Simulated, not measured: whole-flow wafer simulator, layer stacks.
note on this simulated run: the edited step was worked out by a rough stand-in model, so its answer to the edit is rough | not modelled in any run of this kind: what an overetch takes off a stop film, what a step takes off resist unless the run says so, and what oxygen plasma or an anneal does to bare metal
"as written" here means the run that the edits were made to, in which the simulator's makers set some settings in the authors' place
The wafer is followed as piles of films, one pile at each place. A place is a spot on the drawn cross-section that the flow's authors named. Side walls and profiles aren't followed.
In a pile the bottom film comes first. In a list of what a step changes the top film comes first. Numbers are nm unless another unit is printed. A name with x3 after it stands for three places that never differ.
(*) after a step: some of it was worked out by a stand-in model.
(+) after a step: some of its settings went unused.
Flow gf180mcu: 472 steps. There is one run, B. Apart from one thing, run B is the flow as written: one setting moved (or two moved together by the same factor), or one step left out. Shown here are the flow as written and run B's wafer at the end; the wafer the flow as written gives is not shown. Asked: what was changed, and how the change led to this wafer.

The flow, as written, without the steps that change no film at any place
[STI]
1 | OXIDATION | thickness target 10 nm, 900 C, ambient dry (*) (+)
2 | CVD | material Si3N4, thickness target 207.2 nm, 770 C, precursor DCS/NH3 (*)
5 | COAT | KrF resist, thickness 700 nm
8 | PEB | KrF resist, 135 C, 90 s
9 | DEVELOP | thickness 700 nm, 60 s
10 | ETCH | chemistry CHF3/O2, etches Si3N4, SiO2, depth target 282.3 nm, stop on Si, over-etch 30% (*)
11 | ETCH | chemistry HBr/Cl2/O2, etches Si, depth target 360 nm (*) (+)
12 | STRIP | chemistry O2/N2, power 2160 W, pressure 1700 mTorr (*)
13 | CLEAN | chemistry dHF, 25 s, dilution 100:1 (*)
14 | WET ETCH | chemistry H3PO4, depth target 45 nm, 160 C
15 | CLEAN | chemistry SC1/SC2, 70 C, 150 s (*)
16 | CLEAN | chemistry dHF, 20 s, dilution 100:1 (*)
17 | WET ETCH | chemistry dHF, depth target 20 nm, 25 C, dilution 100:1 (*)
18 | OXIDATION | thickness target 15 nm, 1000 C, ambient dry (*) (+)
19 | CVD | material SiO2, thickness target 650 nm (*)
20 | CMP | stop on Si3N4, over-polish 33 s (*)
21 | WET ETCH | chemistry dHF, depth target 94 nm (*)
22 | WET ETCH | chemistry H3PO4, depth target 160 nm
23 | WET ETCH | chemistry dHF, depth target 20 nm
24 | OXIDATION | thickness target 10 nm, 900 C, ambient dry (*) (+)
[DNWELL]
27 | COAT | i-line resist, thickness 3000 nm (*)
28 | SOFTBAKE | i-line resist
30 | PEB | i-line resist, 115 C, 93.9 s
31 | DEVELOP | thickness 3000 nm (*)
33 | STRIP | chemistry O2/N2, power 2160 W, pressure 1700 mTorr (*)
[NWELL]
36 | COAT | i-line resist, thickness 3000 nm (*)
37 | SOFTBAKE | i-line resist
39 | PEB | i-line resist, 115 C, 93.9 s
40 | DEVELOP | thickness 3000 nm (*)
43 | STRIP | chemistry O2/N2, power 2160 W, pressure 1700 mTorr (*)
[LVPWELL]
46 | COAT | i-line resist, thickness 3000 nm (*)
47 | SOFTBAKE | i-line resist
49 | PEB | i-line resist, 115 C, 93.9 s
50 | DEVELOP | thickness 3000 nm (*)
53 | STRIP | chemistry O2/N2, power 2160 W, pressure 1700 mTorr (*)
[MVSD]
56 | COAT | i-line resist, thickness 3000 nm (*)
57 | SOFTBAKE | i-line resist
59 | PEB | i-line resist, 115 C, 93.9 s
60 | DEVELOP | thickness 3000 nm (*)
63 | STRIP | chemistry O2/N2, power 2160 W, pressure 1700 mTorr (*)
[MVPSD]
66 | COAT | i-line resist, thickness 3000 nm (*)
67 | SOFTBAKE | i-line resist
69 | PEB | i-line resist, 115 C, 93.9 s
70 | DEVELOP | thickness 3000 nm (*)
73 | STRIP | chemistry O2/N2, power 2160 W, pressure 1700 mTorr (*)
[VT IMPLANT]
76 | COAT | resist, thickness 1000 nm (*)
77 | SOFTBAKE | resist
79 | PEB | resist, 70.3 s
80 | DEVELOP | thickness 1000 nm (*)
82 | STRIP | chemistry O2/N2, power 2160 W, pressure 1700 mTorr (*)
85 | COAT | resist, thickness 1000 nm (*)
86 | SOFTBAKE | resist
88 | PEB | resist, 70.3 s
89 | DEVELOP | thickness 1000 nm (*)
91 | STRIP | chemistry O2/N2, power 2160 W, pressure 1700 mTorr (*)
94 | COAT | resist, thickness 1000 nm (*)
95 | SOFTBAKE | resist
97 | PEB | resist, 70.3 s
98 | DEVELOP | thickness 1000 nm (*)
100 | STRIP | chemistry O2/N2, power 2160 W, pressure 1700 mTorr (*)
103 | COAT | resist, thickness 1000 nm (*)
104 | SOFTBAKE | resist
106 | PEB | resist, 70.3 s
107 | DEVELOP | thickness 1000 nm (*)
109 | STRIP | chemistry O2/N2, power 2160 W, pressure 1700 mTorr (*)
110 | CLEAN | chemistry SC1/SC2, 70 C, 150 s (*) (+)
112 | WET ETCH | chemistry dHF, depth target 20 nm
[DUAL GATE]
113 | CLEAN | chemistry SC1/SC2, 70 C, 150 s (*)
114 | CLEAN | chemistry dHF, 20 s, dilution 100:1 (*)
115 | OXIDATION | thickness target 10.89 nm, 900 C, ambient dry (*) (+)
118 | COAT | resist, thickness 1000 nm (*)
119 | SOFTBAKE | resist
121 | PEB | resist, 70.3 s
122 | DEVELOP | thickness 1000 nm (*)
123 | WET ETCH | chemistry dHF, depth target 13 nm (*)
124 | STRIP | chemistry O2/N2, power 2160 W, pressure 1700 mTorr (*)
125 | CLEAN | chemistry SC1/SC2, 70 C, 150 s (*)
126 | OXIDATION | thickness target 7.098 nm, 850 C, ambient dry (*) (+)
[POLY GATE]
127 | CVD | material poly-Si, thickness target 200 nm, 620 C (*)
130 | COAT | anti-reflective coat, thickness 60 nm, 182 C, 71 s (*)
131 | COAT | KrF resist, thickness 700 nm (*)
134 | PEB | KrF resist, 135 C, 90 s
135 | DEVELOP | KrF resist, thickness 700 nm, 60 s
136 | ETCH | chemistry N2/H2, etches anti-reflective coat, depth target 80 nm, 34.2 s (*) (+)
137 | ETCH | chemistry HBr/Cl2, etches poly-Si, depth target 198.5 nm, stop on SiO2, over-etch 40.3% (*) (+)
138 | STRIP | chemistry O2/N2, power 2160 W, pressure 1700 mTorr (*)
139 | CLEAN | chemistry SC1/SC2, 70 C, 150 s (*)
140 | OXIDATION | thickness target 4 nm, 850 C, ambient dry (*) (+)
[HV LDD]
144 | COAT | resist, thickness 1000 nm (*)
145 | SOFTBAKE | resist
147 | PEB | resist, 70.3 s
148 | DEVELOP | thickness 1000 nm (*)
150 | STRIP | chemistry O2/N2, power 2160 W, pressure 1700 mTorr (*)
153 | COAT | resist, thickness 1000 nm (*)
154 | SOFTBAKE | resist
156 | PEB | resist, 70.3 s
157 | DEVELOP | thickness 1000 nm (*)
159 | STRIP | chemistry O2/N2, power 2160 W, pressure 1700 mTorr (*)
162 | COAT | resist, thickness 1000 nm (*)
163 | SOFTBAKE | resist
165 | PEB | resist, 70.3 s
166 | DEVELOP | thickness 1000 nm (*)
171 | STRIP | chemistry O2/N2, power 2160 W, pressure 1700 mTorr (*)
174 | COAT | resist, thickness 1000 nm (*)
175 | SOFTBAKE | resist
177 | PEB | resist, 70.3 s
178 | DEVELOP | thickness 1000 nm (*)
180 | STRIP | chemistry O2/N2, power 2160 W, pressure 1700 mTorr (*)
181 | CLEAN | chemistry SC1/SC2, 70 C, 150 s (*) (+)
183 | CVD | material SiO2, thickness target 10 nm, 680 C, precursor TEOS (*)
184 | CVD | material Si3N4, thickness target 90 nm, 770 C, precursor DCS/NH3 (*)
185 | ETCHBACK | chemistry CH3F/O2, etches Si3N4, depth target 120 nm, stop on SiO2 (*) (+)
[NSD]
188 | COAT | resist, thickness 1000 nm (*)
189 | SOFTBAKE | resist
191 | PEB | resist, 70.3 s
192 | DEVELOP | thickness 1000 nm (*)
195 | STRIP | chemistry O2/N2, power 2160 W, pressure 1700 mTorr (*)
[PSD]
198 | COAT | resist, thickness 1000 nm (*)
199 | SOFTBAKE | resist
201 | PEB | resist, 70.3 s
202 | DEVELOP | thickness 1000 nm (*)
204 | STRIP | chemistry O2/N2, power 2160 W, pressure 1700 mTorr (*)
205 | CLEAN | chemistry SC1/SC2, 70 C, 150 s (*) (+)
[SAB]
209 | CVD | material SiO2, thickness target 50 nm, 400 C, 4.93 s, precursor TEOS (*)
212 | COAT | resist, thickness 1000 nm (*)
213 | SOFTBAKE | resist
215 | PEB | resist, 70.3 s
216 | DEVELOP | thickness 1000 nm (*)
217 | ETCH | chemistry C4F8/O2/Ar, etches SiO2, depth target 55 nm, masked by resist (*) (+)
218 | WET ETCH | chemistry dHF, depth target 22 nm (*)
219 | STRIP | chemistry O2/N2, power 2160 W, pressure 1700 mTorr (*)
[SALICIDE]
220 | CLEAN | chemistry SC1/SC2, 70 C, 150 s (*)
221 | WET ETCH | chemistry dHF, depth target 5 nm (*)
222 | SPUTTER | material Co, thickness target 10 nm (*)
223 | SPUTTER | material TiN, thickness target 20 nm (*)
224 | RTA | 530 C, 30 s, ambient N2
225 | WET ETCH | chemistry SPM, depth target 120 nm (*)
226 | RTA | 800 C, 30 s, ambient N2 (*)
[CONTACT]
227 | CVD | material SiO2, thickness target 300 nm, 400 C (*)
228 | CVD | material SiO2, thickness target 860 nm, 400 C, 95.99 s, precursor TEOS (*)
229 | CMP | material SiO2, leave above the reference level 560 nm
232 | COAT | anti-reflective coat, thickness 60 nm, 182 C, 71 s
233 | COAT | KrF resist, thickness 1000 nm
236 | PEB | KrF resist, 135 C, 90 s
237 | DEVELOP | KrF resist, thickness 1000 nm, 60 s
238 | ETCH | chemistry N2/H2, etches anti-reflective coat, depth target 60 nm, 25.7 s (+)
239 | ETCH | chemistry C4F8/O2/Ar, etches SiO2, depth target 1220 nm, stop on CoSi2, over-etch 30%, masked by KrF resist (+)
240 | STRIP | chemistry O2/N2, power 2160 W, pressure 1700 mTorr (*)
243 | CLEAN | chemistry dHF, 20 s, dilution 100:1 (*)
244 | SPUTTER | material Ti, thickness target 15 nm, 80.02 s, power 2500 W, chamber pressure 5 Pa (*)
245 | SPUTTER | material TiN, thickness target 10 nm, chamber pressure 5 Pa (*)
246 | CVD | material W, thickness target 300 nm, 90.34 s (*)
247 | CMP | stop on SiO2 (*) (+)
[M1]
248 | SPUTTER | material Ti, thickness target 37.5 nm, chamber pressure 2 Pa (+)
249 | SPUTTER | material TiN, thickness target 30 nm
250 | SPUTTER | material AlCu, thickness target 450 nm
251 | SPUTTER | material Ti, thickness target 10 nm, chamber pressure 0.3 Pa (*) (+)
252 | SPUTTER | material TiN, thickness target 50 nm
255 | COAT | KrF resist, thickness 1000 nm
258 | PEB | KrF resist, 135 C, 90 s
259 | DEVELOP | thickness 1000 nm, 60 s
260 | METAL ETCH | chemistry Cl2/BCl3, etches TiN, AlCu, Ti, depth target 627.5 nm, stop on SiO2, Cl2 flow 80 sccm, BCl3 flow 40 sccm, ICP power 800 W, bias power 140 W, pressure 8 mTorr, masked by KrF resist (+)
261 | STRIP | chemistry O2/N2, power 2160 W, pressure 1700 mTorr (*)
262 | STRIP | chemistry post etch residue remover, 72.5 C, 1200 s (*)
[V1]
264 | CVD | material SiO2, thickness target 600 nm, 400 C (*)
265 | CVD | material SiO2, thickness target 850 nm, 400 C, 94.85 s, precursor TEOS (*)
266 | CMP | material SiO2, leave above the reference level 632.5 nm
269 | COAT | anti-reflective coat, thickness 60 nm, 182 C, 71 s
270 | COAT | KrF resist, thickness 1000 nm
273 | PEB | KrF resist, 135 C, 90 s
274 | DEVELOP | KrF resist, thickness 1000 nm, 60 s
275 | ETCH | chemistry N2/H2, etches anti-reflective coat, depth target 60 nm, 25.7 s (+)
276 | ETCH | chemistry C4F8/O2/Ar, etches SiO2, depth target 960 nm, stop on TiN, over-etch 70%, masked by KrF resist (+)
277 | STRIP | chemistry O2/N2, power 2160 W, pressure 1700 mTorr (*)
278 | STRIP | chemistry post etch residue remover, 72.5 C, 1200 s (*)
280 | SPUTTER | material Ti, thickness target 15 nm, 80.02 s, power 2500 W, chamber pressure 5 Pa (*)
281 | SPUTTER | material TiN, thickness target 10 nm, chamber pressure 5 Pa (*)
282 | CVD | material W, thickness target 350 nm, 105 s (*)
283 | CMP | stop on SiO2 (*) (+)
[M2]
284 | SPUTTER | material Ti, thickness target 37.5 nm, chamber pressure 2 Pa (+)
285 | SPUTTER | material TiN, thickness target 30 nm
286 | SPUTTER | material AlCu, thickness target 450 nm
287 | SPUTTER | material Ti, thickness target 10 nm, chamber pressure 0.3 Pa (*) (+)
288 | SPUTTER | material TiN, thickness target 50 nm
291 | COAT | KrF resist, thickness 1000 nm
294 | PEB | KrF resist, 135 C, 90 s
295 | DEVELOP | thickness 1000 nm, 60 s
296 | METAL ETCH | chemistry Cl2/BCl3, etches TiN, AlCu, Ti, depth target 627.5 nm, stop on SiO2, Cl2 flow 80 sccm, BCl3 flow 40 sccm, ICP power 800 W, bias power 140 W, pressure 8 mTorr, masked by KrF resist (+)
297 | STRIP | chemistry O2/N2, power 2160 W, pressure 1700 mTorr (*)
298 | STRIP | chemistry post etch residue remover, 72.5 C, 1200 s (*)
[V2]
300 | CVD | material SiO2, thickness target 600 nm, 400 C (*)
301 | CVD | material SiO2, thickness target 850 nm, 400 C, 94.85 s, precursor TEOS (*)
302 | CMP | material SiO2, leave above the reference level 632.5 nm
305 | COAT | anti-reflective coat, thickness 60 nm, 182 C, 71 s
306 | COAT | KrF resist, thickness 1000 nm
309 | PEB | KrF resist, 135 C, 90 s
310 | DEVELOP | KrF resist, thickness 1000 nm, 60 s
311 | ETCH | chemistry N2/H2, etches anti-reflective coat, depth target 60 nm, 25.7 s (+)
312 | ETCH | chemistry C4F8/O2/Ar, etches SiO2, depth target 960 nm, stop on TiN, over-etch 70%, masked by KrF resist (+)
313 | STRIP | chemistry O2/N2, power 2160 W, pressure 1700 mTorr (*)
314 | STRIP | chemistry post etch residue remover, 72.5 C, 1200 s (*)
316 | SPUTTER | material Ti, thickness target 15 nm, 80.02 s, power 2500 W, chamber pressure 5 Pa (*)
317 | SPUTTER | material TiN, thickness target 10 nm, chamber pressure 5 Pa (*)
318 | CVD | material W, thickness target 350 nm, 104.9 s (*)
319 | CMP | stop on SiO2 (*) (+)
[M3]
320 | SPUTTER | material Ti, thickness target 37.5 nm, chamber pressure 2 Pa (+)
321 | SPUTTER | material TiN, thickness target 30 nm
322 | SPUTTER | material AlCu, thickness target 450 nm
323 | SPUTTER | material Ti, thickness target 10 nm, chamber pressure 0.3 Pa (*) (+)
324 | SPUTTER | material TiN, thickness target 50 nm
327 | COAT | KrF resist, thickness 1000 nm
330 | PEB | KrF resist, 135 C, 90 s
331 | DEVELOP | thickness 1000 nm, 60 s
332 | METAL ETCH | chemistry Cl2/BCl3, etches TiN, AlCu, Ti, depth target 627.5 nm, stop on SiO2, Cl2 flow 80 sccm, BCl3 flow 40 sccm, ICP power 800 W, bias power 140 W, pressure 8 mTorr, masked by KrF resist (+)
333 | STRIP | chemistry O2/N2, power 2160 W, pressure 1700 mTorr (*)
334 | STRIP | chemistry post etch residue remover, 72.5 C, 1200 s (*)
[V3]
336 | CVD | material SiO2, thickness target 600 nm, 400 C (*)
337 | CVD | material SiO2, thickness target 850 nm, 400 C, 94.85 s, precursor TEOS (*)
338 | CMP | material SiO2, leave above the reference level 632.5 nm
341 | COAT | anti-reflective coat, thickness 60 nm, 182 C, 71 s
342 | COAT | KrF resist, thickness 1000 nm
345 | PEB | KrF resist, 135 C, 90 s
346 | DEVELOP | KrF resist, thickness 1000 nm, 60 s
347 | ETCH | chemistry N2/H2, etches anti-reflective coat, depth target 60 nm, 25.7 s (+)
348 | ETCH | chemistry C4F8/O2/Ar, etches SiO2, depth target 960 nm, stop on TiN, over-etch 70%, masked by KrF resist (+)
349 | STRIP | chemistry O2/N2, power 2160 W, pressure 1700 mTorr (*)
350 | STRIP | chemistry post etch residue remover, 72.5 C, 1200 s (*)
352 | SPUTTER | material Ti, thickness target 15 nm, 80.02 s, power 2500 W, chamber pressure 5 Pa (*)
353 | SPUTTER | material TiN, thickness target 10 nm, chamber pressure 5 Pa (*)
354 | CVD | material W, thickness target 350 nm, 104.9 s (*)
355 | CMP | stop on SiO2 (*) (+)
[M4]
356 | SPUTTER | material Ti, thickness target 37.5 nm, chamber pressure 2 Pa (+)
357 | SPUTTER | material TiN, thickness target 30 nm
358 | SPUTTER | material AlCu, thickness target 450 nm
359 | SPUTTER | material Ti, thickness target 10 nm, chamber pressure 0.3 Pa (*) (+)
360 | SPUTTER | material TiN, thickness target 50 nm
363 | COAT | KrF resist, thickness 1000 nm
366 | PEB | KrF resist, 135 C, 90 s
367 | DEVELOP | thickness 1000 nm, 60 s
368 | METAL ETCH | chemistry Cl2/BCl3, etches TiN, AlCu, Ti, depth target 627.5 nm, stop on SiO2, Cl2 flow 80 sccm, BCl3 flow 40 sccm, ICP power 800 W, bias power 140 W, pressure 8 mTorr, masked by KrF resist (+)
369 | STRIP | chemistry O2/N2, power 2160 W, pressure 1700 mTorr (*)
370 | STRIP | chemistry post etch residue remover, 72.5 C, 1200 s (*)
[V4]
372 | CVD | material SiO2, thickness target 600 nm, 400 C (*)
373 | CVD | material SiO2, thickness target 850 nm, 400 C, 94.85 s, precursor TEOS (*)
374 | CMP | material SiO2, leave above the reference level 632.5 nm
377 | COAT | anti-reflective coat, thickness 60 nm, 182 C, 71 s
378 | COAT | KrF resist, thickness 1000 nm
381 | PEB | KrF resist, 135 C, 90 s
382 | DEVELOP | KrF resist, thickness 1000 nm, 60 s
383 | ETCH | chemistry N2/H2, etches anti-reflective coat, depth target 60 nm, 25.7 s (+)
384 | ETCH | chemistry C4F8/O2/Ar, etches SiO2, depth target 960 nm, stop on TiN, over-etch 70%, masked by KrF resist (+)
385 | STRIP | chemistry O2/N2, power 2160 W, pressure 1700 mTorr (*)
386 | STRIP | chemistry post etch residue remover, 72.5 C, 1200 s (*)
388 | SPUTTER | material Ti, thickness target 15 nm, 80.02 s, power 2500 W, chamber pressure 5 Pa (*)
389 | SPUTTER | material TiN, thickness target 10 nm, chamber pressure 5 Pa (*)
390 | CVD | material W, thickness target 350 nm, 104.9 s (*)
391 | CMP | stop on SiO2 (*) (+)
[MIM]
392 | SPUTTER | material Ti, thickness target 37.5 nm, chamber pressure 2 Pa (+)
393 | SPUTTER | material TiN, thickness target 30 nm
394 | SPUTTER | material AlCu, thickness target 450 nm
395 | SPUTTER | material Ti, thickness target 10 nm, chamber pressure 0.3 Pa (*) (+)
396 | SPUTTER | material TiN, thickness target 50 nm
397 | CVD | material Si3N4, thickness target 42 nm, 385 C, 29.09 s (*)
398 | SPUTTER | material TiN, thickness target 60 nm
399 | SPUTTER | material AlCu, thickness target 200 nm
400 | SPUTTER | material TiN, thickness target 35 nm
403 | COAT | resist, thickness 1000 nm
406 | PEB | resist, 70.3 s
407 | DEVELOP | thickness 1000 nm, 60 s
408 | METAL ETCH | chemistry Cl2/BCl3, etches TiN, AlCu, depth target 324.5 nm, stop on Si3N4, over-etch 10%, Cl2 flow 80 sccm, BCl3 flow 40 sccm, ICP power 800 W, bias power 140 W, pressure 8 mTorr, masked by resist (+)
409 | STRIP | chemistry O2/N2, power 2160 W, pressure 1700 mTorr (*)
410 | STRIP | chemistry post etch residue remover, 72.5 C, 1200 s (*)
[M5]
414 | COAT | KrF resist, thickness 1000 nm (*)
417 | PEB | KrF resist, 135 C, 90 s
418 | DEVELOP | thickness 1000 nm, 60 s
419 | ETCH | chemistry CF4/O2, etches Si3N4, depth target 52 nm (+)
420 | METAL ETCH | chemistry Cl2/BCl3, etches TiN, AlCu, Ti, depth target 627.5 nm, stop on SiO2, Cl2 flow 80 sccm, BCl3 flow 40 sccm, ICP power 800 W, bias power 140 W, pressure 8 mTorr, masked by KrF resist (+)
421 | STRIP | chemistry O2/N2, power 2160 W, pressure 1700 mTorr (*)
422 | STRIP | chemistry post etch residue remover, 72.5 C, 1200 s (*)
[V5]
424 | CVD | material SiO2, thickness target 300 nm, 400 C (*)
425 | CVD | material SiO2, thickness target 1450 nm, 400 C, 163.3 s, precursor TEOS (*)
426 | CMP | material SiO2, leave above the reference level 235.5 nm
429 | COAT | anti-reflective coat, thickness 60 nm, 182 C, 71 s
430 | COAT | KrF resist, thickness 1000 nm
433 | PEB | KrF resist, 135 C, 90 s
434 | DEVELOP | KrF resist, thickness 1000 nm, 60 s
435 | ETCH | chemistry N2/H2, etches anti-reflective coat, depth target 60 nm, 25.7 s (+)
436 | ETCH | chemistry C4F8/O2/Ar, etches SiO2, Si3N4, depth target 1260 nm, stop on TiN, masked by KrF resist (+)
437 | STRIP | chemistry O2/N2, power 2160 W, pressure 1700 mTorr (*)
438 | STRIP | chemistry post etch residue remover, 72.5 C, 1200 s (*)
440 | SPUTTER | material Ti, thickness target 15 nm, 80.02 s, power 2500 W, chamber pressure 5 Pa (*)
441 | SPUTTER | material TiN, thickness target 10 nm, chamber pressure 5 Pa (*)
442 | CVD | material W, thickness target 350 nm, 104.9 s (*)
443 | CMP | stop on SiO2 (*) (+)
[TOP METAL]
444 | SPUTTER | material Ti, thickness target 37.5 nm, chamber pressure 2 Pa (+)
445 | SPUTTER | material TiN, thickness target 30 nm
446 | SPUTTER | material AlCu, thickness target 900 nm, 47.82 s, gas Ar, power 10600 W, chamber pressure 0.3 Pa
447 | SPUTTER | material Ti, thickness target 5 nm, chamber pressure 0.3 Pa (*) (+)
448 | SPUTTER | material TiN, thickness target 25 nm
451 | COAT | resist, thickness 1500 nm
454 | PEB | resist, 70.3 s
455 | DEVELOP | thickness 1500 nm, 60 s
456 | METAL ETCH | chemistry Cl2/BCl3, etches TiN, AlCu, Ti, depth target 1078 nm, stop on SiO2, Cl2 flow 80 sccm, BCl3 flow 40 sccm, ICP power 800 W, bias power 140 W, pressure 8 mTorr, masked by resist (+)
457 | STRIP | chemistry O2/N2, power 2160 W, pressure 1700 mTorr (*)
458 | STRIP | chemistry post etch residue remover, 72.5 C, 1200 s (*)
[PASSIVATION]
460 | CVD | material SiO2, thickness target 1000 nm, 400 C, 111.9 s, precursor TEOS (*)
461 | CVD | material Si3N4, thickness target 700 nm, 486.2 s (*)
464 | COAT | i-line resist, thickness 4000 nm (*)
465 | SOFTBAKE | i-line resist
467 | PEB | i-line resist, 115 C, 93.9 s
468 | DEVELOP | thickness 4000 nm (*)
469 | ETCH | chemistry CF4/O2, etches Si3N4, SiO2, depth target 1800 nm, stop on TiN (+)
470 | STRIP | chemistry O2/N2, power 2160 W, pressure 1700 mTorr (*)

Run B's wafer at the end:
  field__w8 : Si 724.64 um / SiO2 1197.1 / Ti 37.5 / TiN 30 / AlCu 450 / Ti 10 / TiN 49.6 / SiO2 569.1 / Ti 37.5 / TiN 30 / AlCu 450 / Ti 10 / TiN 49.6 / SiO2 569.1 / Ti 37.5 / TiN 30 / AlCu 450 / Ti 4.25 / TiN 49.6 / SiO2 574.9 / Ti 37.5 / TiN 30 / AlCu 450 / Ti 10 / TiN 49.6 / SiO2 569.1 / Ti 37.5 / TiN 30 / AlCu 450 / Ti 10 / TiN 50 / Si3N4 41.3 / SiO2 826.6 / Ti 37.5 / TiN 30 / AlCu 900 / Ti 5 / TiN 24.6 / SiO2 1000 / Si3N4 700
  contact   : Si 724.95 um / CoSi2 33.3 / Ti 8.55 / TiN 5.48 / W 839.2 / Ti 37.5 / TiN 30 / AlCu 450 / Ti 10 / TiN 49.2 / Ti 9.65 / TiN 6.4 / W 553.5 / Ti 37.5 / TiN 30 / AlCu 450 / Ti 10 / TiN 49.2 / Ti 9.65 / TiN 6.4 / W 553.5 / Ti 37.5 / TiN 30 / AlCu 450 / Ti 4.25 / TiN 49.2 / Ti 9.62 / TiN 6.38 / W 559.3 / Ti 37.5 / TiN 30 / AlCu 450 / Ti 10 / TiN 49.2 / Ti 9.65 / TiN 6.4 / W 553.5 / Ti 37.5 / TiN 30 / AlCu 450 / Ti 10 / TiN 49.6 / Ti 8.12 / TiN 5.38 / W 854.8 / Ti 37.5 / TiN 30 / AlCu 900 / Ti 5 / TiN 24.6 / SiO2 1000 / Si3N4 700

What caused this: step 323, SPUTTER: thickness target 4.25 nm was run, while the flow as written has thickness target 10 nm.
The wafer itself shows it: field__w8 has Ti 4.25, and step 323 as written asks for 10 nm.

The path from the change to this, step by step:
  323 | SPUTTER | material Ti, thickness target 10 nm, chamber pressure 0.3 Pa (*) (+)
      field, field__w1, field__w2 and 108 more: Ti gains 4.25 (new film) (it would be, as written: Ti gains 10 (new film))
  332 | METAL ETCH | chemistry Cl2/BCl3, etches TiN, AlCu, Ti, depth target 627.5 nm, stop on SiO2, Cl2 flow 80 sccm, BCl3 flow 40 sccm, ICP power 800 W, bias power 140 W, pressure 8 mTorr, masked by KrF resist (+)
      field, field__w1, field__w2 and 103 more: TiN loses 50 (all of it), Ti loses 4.25 (all of it), AlCu loses 450 (all of it), TiN loses 30 (all of it), Ti loses 37.5 (all of it) (it would be, as written: TiN loses 50 (all of it), Ti loses 10 (all of it), AlCu loses 450 (all of it), TiN loses 30 (all of it), Ti loses 37.5 (all of it))
